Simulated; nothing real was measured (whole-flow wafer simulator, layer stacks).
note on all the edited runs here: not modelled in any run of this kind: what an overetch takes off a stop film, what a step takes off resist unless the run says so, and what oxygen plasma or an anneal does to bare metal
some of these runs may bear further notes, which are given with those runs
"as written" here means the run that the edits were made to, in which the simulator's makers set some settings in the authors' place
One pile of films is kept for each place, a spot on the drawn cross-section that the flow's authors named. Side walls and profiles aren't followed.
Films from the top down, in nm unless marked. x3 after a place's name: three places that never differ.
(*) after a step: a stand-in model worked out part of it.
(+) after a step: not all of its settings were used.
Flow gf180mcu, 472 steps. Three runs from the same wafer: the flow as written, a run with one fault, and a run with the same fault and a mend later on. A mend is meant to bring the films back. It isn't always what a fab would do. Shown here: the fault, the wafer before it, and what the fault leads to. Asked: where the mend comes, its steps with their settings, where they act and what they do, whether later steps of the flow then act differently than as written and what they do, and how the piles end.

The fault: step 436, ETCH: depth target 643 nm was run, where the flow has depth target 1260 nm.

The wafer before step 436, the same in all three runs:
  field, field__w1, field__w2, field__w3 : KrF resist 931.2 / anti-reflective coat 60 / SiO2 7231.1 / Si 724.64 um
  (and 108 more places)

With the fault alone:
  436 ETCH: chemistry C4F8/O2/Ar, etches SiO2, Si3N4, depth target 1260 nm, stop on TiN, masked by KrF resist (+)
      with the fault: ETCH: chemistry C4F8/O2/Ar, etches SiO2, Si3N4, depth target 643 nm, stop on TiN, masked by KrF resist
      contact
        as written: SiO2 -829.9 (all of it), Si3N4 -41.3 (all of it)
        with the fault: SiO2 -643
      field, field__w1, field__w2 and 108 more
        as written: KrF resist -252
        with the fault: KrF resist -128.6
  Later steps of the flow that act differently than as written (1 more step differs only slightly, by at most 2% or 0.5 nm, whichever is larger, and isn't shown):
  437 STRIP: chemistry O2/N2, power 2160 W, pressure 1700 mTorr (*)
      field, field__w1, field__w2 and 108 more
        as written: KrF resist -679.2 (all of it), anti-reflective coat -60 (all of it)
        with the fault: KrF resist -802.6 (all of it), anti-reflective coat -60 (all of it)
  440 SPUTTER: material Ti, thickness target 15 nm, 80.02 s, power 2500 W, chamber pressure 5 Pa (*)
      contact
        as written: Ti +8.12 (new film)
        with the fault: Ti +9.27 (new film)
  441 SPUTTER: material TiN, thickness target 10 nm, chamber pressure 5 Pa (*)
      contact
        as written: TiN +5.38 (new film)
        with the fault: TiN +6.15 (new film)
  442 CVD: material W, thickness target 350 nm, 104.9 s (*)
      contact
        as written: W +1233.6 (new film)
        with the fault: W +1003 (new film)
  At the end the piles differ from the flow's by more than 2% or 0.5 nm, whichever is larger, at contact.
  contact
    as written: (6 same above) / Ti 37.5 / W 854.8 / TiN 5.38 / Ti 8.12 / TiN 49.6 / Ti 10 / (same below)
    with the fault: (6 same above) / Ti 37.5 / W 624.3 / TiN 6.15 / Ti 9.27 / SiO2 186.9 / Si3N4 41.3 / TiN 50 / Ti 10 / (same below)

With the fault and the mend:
  The mend comes after step 436.
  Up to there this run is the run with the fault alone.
  436a ETCH: chemistry C4F8/O2/Ar, etches SiO2, Si3N4, depth target 617 nm, stop on TiN, masked by KrF resist (+) (the flow's step 436 once more, with other settings)
      field, field__w1, field__w2 and 108 more
        KrF resist -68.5
      contact
        SiO2 -186.9 (all of it), Si3N4 -41.3 (all of it)
  Later steps of the flow that act differently than as written:
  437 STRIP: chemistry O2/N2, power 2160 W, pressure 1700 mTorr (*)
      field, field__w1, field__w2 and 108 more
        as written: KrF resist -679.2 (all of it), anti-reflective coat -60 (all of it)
        with the mend: KrF resist -734.1 (all of it), anti-reflective coat -60 (all of it)
  At the end the piles are the same as the flow's at every place that both follow.
